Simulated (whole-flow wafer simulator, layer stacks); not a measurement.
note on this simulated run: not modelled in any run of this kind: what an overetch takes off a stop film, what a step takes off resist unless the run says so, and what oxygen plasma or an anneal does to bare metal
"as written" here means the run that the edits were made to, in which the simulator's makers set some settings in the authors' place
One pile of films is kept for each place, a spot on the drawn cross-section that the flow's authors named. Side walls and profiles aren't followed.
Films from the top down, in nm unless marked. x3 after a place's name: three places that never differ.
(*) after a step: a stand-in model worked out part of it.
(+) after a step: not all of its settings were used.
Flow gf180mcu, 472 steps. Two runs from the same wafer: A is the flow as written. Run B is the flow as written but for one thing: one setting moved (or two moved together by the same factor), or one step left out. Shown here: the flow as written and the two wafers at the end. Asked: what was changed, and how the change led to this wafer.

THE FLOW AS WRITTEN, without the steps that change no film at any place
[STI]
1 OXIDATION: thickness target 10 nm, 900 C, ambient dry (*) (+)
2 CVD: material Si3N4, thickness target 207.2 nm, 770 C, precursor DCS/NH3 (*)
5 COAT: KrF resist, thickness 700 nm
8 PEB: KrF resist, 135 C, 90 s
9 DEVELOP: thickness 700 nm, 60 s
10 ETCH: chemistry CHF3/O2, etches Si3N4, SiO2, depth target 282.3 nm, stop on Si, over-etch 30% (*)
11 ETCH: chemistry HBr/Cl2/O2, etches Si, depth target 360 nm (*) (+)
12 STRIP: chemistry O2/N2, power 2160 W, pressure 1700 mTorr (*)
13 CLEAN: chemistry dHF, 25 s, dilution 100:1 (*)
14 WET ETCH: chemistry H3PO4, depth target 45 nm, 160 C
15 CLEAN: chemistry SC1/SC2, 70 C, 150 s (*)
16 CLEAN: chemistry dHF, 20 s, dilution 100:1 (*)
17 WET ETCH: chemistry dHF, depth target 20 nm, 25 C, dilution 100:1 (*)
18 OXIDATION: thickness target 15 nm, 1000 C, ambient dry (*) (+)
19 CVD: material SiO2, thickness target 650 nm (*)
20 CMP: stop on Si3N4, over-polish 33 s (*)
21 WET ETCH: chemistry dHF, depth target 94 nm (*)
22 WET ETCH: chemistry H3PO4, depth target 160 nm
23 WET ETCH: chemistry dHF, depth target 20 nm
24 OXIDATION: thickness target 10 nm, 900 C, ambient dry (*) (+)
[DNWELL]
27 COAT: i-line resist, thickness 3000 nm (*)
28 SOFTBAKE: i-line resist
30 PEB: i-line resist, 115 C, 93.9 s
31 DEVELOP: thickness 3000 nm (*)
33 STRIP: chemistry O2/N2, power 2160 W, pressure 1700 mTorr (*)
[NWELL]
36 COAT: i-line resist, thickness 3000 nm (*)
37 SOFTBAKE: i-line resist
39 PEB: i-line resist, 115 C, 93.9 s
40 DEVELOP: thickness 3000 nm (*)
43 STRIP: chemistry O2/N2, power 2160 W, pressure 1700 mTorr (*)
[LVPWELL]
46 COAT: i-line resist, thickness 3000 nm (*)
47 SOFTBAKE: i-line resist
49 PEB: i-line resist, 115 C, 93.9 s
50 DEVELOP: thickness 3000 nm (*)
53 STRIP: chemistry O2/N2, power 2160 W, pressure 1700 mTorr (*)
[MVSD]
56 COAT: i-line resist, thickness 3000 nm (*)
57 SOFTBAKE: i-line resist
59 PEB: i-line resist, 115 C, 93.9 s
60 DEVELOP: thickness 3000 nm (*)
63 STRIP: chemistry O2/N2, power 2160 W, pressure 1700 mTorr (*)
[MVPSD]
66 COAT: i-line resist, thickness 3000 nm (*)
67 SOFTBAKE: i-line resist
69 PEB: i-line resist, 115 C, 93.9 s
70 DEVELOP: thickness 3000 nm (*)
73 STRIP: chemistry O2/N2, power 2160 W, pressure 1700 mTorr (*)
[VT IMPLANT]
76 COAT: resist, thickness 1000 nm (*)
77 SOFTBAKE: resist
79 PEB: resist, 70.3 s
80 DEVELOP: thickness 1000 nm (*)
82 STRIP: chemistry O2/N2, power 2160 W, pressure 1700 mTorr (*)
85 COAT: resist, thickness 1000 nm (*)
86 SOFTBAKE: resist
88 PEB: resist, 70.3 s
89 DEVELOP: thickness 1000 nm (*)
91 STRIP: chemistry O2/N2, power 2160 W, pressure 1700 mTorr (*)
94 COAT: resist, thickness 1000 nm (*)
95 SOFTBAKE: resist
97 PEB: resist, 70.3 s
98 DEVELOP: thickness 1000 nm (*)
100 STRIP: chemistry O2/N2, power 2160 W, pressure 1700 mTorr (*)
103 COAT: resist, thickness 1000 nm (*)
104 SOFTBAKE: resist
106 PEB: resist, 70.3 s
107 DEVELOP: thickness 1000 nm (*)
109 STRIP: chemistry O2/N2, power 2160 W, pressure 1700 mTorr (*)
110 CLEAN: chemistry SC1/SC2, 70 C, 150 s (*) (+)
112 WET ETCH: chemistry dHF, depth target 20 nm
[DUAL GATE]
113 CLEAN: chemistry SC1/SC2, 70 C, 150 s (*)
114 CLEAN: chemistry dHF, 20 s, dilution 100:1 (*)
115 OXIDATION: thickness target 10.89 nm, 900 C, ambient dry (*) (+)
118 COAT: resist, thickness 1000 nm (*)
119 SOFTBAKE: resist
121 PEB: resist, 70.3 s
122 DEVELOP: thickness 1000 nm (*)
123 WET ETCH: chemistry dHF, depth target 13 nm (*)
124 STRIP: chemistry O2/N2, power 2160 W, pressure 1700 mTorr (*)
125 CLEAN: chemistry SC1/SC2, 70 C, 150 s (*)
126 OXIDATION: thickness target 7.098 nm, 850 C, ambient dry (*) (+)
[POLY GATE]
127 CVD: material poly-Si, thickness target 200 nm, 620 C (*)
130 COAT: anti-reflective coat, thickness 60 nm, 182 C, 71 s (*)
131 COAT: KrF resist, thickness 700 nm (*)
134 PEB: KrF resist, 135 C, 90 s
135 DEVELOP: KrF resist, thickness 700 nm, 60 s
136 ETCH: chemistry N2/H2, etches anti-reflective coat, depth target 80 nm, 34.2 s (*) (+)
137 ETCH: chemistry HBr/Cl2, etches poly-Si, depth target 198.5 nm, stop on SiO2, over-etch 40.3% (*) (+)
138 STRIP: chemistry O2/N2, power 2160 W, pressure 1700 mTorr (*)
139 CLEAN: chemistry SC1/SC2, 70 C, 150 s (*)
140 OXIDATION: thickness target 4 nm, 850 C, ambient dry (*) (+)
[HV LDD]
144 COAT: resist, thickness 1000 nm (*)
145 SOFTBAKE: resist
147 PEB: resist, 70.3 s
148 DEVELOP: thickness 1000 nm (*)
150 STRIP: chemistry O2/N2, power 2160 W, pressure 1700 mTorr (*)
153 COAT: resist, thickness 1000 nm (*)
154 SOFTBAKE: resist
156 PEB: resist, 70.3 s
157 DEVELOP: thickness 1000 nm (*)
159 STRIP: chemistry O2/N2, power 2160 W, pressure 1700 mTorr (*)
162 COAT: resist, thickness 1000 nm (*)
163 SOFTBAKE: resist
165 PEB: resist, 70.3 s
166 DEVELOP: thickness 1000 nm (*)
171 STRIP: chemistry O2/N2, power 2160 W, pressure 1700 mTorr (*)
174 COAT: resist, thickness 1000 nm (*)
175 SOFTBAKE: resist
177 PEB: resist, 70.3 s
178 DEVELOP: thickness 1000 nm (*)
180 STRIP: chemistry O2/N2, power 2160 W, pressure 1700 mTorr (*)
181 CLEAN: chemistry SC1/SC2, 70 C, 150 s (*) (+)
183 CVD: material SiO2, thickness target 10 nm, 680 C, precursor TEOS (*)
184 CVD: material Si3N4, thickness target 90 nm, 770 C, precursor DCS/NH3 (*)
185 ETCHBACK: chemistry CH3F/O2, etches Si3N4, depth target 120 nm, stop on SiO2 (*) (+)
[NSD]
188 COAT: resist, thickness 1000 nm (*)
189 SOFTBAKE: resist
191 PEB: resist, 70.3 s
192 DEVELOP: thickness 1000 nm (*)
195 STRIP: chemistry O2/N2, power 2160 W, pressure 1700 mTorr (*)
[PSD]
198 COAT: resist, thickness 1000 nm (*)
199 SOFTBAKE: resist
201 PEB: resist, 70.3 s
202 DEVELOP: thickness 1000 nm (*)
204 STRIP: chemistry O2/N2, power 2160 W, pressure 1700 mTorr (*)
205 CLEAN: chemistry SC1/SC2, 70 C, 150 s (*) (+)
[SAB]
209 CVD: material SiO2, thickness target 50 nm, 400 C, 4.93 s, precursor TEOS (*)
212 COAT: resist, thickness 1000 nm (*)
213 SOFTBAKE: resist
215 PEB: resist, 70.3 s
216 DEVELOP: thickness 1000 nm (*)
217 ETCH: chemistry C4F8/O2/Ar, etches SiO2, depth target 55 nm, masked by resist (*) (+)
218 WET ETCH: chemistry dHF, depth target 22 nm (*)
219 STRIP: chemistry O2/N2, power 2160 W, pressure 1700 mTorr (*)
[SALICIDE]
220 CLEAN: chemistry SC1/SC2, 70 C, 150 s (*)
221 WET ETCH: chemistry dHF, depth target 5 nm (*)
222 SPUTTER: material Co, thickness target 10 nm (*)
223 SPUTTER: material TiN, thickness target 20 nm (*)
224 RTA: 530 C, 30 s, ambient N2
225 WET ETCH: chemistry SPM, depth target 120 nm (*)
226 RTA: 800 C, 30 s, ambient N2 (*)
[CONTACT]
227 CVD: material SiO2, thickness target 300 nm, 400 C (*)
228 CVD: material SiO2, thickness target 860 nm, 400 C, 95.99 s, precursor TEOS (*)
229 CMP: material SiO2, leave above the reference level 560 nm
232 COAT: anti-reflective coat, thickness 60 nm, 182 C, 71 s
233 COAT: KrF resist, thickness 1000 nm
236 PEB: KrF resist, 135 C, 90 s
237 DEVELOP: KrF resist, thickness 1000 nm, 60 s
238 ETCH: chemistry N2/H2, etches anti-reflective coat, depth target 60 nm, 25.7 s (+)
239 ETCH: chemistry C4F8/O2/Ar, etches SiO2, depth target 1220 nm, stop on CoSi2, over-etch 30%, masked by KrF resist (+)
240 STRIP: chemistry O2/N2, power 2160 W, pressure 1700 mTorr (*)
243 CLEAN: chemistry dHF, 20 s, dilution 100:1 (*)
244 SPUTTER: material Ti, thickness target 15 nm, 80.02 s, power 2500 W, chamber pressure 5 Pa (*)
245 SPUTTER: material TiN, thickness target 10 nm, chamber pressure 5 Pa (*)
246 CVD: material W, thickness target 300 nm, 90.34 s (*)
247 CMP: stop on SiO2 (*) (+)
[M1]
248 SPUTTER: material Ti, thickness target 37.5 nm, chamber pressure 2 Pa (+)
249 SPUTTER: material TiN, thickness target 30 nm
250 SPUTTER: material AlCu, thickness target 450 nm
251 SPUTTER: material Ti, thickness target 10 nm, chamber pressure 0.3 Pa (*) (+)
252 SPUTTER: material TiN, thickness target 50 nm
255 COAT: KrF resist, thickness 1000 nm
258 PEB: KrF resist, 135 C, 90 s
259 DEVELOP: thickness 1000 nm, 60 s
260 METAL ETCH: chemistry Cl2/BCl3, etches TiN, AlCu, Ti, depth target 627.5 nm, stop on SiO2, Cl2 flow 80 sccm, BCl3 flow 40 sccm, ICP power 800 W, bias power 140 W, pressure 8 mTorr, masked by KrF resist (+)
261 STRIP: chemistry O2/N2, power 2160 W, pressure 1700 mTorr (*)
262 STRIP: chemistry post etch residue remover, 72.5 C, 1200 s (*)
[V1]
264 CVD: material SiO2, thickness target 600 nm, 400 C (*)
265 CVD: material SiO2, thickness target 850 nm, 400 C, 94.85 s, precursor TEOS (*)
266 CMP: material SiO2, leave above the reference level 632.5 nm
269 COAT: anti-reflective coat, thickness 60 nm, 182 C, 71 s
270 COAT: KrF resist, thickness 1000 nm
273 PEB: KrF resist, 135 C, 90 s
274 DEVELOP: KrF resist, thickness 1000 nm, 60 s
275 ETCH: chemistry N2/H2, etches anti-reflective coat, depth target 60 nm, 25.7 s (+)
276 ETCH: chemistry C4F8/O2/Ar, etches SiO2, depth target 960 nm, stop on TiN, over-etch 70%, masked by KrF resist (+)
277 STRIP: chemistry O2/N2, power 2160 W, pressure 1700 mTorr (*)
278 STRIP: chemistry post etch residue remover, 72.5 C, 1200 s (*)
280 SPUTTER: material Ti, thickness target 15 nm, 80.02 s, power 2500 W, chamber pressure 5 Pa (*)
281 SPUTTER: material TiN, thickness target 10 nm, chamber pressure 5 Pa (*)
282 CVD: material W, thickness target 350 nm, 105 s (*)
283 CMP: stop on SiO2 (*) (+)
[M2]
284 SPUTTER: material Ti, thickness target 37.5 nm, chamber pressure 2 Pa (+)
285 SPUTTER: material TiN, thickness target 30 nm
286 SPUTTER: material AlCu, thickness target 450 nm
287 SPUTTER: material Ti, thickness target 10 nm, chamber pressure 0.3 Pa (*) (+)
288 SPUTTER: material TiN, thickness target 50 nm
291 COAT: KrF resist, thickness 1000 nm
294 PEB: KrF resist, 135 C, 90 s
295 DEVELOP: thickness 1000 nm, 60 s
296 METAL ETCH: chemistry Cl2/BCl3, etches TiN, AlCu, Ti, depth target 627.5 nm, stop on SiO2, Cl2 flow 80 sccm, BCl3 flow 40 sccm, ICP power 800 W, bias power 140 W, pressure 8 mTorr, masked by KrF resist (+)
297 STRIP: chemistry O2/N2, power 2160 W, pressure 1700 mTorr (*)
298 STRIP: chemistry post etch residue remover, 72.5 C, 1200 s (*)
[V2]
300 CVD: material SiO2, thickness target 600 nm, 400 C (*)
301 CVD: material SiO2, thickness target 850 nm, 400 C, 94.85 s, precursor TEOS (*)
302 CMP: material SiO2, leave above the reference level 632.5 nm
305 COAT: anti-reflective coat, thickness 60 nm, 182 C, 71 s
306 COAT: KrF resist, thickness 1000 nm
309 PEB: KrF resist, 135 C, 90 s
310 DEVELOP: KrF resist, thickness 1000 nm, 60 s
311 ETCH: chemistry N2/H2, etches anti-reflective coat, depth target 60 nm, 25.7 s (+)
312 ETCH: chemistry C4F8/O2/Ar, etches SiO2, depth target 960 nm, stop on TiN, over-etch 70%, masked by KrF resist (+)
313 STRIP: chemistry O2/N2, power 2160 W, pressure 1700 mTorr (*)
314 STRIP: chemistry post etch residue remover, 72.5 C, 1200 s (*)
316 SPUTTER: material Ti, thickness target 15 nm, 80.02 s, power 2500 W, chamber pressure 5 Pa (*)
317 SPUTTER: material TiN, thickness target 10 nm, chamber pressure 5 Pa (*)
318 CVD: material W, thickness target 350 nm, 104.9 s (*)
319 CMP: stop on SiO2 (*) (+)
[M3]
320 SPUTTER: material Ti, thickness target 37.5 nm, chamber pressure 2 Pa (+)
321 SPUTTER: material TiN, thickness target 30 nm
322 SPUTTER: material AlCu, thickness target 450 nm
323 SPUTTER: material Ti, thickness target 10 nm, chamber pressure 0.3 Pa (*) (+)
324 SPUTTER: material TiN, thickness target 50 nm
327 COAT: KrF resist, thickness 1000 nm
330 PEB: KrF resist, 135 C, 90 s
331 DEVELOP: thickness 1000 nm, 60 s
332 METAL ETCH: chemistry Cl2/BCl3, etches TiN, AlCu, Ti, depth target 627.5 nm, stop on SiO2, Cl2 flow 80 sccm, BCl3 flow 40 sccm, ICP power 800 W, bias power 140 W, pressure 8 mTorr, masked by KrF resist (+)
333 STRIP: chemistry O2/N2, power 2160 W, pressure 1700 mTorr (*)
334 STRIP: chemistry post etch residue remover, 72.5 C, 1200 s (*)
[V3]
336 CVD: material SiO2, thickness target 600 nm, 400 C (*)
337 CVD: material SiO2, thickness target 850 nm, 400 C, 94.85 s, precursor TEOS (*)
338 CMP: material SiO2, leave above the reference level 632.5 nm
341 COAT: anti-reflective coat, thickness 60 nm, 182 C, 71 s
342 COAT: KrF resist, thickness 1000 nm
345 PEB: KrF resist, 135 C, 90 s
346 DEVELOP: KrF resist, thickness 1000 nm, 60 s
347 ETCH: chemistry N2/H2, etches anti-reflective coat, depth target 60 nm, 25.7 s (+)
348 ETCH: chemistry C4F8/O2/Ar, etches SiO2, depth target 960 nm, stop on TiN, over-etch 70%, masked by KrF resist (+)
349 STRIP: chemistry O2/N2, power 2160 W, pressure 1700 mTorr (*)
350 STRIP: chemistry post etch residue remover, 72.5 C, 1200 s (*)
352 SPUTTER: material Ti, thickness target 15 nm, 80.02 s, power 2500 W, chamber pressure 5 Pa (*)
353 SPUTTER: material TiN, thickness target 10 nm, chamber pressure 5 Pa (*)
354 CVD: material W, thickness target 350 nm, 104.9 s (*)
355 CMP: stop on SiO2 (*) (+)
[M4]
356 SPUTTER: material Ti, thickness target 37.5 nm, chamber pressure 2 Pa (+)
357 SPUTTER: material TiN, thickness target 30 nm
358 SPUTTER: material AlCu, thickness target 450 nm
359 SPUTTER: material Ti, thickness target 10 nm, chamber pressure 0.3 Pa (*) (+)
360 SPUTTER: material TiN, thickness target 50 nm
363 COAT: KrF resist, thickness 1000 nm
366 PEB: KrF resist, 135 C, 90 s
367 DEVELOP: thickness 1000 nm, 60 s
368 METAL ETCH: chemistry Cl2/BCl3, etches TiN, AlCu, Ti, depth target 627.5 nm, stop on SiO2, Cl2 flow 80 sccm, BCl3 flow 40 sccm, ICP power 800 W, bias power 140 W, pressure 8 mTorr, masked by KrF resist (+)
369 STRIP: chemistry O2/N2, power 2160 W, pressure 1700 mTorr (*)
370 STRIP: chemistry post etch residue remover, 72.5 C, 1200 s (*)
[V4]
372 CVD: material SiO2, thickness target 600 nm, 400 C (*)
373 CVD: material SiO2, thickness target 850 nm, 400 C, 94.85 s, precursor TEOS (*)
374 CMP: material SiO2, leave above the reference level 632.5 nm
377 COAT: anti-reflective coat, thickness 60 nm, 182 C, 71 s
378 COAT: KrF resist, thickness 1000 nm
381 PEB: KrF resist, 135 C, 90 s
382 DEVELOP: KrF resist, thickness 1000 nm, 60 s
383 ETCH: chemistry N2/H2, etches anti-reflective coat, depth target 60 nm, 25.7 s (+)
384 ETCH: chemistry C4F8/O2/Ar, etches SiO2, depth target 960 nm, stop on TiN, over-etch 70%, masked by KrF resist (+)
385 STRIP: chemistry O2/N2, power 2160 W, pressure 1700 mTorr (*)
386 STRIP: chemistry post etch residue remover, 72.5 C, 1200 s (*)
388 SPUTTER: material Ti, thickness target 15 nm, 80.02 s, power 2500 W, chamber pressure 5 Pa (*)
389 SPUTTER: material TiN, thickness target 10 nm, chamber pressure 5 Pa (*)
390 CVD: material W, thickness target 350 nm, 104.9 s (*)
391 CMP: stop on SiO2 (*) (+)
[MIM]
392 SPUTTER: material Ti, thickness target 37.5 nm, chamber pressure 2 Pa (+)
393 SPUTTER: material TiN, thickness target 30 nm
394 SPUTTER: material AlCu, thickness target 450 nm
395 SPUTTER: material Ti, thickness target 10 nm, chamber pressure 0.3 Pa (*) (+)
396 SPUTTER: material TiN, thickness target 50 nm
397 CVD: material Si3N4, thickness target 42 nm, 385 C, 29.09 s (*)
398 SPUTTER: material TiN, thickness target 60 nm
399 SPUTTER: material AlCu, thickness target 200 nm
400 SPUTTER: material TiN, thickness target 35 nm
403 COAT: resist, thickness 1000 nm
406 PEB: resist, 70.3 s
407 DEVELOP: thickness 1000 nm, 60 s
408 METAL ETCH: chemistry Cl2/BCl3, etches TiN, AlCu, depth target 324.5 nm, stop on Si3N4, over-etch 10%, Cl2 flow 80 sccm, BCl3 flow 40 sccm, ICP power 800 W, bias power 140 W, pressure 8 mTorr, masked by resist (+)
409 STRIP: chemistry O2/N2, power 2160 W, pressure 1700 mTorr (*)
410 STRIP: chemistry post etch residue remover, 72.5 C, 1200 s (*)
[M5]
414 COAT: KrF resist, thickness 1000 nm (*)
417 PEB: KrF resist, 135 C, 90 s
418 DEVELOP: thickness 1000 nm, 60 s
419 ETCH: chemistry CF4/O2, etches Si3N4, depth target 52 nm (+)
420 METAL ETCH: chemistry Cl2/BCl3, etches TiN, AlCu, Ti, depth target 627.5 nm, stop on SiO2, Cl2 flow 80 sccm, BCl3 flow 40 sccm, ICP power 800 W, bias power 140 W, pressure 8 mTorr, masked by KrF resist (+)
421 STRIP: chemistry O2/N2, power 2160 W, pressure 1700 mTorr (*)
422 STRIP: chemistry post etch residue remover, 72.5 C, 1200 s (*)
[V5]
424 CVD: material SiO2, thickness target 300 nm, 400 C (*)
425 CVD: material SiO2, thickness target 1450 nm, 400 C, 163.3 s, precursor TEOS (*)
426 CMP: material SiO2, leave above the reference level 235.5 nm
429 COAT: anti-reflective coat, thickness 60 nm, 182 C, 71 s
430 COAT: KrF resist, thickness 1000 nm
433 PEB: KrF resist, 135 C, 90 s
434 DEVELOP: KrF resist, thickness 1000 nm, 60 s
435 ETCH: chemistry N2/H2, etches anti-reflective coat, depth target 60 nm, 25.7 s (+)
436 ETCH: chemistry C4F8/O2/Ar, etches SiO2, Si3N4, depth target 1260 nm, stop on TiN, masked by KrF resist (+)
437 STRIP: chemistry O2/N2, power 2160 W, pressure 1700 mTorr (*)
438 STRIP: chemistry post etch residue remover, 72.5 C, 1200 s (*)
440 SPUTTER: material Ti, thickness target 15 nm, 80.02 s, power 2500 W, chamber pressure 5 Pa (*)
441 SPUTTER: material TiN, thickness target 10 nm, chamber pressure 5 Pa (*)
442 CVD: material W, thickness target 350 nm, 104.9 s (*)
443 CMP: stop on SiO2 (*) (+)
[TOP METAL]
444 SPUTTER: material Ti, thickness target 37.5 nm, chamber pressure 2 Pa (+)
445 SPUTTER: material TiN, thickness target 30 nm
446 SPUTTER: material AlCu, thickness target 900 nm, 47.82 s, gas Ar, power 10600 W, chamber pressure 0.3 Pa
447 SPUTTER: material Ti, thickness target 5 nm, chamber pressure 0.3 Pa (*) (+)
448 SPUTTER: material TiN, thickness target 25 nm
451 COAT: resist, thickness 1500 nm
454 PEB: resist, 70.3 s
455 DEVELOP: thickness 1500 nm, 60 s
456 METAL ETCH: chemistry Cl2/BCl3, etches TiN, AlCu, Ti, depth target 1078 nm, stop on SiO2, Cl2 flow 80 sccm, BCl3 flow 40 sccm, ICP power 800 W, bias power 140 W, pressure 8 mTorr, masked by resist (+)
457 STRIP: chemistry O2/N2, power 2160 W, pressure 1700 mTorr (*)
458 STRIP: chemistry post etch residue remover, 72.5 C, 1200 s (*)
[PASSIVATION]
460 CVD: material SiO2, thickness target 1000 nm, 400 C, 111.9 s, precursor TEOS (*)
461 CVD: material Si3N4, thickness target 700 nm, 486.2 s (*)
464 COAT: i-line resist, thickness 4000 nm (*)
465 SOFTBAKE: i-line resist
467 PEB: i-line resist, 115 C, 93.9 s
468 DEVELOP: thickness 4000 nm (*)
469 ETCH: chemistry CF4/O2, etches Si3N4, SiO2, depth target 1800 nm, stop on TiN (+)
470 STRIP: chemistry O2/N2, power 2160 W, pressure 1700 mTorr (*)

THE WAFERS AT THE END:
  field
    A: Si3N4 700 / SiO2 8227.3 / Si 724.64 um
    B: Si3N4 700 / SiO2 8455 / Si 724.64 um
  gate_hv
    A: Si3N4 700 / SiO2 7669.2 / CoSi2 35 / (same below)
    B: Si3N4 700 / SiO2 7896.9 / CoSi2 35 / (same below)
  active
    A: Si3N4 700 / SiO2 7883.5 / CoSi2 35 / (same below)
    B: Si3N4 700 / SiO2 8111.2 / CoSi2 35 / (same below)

The cause: step 302, CMP: leave above the reference level 860.2 nm was run, where the flow has leave above the reference level 632.5 nm.

How the change led to this, step by step:
  302 CMP: material SiO2, leave above the reference level 632.5 nm
      field, field__w1, field__w2 and 103 more: A SiO2 -300 | B SiO2 -72.3
      field__w8, contact, m1, m1__w1, m1_nw: A SiO2 -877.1 | B SiO2 -649.4
  312 ETCH: chemistry C4F8/O2/Ar, etches SiO2, depth target 960 nm, stop on TiN, over-etch 70%, masked by KrF resist (+)
      contact: A SiO2 -572.5 (all of it) | B SiO2 -800.2 (all of it)
  316 SPUTTER: material Ti, thickness target 15 nm, 80.02 s, power 2500 W, chamber pressure 5 Pa (*)
      contact: A Ti +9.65 (new film) | B Ti +8.46 (new film)
  317 SPUTTER: material TiN, thickness target 10 nm, chamber pressure 5 Pa (*)
      contact: A TiN +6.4 (new film) | B TiN +5.61 (new film)
  318 CVD: material W, thickness target 350 nm, 104.9 s (*)
      contact: A W +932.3 (new film) | B W +1162 (new film)
